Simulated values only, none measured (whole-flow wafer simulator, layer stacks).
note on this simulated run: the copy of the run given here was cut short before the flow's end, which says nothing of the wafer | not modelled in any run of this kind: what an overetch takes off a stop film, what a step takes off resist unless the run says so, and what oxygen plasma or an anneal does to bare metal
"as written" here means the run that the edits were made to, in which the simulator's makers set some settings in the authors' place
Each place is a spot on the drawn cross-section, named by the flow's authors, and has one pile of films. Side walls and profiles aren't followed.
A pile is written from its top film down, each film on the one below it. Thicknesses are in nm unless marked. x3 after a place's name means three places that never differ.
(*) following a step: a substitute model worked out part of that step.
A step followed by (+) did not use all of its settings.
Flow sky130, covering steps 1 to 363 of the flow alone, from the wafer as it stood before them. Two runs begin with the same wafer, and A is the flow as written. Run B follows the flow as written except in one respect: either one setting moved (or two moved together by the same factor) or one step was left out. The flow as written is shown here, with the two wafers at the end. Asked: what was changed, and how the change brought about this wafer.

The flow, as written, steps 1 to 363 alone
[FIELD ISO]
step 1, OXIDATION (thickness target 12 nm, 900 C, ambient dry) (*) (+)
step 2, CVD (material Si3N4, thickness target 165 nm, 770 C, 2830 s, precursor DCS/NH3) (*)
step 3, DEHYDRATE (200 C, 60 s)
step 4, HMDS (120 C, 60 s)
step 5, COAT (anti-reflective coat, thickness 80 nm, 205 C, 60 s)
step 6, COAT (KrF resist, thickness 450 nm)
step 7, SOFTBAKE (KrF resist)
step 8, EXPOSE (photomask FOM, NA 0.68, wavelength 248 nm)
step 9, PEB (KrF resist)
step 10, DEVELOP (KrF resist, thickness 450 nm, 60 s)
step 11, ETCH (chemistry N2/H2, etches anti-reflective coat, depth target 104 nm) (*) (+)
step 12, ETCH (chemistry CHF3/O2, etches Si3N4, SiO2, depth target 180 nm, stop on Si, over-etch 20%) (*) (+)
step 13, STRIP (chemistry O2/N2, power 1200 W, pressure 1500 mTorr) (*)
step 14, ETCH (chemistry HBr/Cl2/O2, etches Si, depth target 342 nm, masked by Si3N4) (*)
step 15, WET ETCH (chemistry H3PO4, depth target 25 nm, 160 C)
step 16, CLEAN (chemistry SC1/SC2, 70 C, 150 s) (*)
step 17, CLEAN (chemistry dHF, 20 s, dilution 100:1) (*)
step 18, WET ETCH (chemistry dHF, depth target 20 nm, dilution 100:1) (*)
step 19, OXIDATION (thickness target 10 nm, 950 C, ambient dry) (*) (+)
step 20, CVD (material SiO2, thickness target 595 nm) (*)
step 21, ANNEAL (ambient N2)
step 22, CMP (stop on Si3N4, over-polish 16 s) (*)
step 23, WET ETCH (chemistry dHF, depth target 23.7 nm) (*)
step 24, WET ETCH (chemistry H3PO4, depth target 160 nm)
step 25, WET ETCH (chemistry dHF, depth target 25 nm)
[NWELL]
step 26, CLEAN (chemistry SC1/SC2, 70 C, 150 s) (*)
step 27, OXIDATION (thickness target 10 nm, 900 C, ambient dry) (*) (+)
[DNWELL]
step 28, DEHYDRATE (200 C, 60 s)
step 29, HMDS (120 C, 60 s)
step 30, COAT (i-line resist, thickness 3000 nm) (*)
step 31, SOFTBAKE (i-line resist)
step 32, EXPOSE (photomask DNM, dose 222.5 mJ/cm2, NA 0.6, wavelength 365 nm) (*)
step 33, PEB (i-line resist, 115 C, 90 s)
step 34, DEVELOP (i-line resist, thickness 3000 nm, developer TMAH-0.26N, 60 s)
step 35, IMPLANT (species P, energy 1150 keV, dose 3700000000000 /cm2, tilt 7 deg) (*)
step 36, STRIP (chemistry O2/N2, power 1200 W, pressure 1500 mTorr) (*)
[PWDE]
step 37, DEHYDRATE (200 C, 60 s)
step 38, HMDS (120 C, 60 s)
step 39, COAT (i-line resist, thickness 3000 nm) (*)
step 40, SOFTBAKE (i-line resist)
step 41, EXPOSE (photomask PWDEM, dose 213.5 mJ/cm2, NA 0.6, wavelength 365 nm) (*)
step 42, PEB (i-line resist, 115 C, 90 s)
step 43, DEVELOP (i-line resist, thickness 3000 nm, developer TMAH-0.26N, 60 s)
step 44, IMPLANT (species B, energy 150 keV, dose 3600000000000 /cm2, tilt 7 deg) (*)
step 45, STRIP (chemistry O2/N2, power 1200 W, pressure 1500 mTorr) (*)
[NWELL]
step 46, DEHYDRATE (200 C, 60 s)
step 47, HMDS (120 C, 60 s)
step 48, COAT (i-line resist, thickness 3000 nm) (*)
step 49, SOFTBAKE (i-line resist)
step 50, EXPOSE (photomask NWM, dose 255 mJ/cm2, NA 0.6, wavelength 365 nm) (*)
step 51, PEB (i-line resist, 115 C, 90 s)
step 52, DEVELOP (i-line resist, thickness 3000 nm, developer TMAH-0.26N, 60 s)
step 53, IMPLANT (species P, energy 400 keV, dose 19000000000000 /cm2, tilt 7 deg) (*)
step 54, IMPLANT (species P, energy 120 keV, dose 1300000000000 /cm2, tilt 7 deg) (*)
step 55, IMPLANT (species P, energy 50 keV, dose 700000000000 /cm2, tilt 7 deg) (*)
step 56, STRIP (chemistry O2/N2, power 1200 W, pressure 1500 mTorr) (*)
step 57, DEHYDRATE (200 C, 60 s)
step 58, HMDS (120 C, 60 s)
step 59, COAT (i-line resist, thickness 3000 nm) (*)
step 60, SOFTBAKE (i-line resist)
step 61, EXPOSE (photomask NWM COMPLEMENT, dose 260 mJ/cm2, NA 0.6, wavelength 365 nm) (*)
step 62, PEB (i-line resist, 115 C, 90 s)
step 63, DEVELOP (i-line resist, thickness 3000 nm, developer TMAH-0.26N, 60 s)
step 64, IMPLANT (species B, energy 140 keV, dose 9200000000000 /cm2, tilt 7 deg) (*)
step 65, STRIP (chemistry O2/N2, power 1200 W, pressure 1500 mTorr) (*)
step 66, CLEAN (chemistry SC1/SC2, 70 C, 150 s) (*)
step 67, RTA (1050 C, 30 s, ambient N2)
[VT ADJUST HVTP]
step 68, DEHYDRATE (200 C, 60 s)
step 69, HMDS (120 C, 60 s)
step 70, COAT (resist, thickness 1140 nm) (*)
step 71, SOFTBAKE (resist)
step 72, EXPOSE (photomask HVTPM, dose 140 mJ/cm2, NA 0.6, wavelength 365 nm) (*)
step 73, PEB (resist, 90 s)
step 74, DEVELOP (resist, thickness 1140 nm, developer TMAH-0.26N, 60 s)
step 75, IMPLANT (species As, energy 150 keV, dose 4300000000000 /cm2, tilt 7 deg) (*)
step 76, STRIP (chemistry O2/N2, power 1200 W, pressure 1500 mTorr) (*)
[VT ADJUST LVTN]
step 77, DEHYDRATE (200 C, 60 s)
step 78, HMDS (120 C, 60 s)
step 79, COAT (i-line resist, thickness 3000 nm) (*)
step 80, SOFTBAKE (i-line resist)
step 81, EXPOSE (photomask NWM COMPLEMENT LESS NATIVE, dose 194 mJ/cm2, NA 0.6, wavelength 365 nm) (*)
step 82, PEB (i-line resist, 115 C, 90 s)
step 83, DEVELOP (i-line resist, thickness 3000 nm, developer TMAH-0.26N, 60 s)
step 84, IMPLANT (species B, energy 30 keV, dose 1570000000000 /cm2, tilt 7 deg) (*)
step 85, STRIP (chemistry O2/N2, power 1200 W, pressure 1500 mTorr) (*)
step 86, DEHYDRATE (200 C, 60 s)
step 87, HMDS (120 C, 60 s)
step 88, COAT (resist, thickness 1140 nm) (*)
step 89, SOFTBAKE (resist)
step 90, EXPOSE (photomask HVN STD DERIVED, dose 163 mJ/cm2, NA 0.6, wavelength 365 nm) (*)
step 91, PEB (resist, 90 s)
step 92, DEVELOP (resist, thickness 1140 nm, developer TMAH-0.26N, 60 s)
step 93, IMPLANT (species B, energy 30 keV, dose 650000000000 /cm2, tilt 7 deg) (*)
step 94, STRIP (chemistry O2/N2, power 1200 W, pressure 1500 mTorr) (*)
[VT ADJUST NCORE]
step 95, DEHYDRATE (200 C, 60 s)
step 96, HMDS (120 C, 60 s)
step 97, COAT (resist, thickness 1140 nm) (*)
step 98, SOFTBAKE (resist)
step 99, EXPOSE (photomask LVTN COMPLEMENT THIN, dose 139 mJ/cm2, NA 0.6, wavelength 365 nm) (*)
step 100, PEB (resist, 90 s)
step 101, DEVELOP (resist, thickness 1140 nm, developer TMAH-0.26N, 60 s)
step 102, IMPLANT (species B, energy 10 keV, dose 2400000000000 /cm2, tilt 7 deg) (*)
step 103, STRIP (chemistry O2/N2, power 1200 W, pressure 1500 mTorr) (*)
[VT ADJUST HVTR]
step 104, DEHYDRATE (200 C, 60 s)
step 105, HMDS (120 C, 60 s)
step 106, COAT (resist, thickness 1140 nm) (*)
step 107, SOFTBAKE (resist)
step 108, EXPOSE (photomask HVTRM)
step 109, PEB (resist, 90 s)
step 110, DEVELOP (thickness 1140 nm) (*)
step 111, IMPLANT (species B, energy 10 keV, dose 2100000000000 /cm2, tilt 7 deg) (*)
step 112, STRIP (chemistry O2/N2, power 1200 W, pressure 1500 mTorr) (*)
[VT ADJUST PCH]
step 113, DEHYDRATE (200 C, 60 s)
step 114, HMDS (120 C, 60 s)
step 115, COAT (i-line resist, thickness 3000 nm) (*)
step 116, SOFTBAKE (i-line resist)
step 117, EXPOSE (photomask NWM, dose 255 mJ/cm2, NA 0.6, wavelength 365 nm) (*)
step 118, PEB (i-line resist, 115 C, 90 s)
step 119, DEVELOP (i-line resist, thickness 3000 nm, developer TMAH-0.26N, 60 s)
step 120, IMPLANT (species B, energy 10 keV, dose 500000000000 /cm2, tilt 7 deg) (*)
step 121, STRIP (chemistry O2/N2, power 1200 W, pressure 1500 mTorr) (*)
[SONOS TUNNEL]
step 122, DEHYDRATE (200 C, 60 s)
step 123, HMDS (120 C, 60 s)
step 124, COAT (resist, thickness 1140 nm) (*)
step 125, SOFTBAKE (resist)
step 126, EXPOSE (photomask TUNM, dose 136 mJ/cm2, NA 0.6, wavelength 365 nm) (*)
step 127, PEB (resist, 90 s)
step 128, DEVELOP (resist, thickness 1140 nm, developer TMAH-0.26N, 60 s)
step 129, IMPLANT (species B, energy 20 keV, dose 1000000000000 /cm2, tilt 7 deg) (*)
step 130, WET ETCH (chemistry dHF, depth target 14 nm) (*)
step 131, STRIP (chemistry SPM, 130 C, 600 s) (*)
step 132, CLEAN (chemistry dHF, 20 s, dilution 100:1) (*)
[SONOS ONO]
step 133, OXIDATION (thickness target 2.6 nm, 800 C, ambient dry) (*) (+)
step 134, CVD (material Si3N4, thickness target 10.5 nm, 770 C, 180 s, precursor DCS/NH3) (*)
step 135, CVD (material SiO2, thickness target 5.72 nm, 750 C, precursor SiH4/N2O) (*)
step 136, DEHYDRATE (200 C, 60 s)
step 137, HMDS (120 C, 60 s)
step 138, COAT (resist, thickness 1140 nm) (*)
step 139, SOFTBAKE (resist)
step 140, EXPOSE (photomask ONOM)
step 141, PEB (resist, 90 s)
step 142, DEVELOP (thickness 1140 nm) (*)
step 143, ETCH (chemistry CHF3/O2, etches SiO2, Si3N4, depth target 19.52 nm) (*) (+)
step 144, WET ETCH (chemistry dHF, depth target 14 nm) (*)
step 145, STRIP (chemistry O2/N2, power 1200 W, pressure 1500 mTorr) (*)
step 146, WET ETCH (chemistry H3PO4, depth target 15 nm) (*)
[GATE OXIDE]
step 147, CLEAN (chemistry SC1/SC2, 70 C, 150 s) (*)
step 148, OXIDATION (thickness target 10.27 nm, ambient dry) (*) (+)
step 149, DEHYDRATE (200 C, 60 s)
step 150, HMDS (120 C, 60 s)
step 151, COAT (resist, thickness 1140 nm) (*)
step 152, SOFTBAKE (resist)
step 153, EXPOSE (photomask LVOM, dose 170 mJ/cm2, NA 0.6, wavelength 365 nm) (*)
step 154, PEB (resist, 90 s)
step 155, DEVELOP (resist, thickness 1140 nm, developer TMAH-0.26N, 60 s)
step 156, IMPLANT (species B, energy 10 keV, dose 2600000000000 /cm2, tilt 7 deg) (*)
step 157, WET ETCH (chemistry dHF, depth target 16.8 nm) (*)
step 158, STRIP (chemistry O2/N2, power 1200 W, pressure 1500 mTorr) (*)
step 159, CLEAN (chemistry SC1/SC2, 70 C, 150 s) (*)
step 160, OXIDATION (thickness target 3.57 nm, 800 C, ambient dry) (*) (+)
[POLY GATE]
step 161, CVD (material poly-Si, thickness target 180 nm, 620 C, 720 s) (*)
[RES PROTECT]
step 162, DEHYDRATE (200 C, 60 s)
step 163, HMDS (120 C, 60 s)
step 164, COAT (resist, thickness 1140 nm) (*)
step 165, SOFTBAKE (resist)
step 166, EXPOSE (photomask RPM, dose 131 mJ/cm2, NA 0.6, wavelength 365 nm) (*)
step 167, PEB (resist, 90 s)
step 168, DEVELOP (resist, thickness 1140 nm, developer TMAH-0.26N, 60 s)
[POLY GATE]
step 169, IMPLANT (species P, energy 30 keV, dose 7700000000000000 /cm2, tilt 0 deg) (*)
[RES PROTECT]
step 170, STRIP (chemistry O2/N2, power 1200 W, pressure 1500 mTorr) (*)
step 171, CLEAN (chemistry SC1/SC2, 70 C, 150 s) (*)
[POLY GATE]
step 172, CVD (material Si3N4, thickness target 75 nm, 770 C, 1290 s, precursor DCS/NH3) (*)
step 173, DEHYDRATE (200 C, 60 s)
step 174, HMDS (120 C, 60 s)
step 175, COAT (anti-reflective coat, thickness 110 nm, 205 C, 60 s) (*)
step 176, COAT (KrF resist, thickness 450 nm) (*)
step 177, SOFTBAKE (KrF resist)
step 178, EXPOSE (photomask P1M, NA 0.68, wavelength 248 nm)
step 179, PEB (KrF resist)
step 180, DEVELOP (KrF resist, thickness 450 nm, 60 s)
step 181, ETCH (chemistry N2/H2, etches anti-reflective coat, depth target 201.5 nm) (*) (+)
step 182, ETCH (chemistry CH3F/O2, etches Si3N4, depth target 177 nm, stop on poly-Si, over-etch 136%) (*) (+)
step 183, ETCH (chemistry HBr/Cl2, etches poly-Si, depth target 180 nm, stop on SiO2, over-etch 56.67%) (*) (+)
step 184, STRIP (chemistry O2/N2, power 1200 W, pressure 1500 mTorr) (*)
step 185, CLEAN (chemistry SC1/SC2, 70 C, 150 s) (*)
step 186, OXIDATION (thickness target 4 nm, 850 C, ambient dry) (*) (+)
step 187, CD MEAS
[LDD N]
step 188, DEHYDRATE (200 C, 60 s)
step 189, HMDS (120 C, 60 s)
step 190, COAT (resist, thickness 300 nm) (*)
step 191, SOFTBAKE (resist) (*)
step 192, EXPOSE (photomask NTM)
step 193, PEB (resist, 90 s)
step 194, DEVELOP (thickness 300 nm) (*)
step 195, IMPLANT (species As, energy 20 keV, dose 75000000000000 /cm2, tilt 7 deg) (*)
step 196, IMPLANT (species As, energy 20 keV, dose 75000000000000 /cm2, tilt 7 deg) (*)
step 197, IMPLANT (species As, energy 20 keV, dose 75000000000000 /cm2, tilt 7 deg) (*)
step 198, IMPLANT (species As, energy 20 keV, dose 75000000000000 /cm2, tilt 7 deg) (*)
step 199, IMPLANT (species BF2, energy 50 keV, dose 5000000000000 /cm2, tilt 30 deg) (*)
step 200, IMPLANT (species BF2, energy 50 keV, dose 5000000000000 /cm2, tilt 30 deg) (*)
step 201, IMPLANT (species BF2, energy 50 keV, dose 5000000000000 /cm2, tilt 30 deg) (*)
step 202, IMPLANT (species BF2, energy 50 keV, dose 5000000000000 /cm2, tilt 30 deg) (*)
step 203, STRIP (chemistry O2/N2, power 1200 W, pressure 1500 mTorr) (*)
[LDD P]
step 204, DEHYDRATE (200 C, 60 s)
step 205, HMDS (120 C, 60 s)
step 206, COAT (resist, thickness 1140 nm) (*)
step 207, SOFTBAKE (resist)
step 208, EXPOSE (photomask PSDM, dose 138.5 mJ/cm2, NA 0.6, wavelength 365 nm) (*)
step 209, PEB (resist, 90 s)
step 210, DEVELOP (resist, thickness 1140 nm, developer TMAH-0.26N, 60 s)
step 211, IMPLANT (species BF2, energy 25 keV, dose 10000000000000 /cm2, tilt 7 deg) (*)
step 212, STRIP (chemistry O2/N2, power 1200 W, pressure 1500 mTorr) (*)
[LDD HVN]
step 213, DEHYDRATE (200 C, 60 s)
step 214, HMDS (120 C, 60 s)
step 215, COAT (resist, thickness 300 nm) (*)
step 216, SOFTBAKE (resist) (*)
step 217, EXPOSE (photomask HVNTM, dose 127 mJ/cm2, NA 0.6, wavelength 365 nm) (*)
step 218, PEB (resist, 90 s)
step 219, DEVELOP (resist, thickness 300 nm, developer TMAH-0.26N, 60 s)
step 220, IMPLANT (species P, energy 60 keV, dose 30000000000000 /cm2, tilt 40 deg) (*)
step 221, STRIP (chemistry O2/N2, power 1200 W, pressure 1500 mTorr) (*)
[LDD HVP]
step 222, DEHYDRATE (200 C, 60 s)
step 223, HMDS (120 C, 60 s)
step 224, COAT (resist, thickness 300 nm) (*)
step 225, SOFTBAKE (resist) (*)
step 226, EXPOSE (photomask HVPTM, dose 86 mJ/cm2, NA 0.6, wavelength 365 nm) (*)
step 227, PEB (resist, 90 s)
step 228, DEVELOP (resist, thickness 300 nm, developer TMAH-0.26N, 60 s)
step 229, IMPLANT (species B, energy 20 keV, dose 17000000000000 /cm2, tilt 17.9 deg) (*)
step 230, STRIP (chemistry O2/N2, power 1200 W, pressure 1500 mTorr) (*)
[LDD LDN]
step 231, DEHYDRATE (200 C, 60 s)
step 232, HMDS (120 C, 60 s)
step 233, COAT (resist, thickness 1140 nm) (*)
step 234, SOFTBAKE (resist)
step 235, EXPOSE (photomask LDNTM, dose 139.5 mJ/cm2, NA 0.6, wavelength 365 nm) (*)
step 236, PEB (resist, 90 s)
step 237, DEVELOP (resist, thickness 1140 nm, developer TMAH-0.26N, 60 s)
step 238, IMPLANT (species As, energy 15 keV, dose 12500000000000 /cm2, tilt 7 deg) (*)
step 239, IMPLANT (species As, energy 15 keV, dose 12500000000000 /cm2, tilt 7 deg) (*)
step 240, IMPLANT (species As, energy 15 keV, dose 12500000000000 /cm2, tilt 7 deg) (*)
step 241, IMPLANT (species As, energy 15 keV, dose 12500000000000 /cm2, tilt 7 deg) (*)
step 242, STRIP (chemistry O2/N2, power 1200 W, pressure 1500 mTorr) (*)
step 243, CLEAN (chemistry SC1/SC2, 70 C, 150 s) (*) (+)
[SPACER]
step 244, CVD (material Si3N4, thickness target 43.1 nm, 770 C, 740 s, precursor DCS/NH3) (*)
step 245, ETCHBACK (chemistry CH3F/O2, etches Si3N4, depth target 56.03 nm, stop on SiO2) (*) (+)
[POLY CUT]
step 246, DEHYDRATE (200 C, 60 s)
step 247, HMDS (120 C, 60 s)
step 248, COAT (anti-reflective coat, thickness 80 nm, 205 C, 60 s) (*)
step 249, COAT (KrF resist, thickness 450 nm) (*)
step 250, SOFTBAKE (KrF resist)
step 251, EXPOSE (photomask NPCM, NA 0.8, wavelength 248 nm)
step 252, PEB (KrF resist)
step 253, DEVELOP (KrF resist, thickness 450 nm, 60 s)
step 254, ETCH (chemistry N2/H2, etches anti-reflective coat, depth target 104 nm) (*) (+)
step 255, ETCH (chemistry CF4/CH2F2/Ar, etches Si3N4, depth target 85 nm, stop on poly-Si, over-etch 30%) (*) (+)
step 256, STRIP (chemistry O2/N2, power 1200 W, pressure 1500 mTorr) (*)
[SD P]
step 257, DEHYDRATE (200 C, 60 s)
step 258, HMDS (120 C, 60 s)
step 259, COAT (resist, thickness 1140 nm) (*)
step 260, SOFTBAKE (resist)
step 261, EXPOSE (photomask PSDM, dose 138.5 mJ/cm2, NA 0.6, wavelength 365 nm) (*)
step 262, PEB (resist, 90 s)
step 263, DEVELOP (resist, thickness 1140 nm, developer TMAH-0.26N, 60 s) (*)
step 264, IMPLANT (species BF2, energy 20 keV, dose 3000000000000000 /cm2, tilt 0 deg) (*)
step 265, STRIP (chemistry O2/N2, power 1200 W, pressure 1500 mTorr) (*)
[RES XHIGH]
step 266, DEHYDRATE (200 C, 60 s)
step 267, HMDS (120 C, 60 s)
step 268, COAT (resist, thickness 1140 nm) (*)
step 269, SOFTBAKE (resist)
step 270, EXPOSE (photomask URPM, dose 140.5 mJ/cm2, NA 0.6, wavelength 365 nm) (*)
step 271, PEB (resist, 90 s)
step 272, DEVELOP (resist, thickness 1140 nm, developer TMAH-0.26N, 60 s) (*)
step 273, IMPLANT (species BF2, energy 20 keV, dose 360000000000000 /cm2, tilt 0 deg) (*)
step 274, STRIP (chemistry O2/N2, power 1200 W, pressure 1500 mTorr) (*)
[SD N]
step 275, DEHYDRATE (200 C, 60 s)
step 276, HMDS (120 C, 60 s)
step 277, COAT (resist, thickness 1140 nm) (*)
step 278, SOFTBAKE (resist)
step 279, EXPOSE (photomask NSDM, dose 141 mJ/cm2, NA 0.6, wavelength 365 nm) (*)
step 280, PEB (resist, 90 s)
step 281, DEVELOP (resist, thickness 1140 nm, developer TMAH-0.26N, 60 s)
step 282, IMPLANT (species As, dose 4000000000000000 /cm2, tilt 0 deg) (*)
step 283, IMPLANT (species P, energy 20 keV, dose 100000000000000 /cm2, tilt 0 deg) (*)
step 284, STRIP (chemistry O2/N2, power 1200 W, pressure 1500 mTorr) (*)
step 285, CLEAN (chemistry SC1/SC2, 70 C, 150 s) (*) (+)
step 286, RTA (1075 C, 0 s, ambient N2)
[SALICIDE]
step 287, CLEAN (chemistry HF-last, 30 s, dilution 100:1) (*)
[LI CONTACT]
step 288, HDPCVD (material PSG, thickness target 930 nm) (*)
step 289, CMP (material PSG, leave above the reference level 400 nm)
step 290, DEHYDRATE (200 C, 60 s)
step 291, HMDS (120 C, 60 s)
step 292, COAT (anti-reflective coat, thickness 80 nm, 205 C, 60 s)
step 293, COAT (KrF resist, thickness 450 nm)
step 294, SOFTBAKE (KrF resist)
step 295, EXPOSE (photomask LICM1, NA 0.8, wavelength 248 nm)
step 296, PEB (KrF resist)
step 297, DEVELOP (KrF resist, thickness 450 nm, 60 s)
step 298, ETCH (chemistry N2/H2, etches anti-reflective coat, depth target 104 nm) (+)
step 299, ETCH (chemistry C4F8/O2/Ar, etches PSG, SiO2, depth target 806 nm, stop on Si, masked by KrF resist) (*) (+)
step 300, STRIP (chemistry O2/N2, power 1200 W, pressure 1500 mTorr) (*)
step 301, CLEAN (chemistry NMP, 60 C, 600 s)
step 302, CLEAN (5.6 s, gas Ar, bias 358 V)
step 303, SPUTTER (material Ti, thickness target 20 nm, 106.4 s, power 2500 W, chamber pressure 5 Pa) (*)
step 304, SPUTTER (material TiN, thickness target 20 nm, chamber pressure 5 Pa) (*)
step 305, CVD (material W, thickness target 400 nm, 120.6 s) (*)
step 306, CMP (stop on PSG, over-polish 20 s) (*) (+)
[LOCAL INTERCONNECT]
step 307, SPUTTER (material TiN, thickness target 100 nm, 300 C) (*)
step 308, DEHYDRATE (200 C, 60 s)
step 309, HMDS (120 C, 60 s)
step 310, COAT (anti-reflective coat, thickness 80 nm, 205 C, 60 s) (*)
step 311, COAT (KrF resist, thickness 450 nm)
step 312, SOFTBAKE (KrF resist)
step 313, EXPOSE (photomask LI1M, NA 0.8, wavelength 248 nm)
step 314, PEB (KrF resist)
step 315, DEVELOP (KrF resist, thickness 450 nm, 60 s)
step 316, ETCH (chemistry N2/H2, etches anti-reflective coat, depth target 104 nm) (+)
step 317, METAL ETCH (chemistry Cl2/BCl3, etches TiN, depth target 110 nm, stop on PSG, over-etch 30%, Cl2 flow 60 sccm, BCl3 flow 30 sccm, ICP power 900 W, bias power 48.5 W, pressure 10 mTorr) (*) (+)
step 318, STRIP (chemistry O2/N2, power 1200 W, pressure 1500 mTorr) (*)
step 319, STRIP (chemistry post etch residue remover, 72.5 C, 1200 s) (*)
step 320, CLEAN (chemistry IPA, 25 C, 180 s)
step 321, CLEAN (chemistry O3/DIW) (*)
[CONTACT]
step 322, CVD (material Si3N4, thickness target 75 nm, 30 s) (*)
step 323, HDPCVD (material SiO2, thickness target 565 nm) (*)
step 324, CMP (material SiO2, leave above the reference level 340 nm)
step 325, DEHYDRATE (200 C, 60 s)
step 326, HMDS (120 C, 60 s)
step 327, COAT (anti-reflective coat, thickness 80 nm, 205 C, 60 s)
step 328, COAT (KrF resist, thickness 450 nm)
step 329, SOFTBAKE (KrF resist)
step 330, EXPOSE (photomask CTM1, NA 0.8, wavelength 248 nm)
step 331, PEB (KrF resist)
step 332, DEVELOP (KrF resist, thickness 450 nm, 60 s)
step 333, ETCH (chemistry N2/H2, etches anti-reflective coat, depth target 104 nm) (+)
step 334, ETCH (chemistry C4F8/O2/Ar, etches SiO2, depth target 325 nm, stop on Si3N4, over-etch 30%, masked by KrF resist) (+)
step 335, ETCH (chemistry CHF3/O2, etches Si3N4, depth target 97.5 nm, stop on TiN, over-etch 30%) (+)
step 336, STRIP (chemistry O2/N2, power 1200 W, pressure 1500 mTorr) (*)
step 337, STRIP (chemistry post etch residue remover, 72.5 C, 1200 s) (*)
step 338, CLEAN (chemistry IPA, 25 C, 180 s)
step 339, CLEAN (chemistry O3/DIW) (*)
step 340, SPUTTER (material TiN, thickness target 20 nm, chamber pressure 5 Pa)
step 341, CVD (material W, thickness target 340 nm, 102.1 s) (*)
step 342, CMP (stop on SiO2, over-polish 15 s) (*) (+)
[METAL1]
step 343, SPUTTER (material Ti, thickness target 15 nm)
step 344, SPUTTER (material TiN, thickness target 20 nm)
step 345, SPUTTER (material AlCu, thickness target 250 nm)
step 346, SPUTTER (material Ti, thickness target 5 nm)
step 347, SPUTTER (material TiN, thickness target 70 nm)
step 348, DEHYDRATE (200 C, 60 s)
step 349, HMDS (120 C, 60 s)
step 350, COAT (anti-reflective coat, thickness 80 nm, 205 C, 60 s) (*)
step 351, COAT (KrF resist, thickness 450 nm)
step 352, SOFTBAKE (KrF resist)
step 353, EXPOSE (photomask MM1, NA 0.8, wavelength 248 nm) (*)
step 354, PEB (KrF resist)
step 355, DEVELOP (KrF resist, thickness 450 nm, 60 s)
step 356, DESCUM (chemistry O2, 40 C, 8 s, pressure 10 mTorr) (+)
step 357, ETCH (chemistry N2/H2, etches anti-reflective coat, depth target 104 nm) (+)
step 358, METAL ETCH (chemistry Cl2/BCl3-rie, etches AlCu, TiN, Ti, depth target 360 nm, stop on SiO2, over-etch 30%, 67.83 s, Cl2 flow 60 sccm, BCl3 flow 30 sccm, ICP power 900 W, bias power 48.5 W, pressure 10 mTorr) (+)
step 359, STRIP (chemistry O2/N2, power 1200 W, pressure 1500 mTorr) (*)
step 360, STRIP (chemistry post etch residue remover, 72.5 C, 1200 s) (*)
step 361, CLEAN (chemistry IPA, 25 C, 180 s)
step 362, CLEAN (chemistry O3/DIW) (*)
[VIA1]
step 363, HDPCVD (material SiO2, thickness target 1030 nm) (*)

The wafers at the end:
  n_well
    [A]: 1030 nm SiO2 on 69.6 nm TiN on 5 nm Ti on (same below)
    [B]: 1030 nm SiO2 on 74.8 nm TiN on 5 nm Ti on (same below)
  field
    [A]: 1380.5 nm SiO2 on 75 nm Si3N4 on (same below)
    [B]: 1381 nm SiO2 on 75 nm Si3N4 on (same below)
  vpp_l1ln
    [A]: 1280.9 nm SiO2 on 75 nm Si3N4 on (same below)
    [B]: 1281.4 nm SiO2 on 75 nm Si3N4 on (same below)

What caused this: step 347, SPUTTER: thickness target 75.2 nm was run, while the flow as written has thickness target 70 nm.

Step by step, how the change led to this:
  step 347, SPUTTER (material TiN, thickness target 70 nm)
      field, active, n_well and 188 more: A TiN gains 70 (new film) | B TiN gains 75.2 (new film)
  step 358, METAL ETCH (chemistry Cl2/BCl3-rie, etches AlCu, TiN, Ti, depth target 360 nm, stop on SiO2, over-etch 30%, 67.83 s, Cl2 flow 60 sccm, BCl3 flow 30 sccm, ICP power 900 W, bias power 48.5 W, pressure 10 mTorr) (+)
      field, active, gate and 81 more: A TiN loses 68.7 (all of it), Ti loses 5 (all of it), AlCu loses 250 (all of it), TiN loses 20 (all of it), Ti loses 15 (all of it), SiO2 loses 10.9 | B TiN loses 73.9 (all of it), Ti loses 5 (all of it), AlCu loses 250 (all of it), TiN loses 20 (all of it), Ti loses 15 (all of it), SiO2 loses 10.4
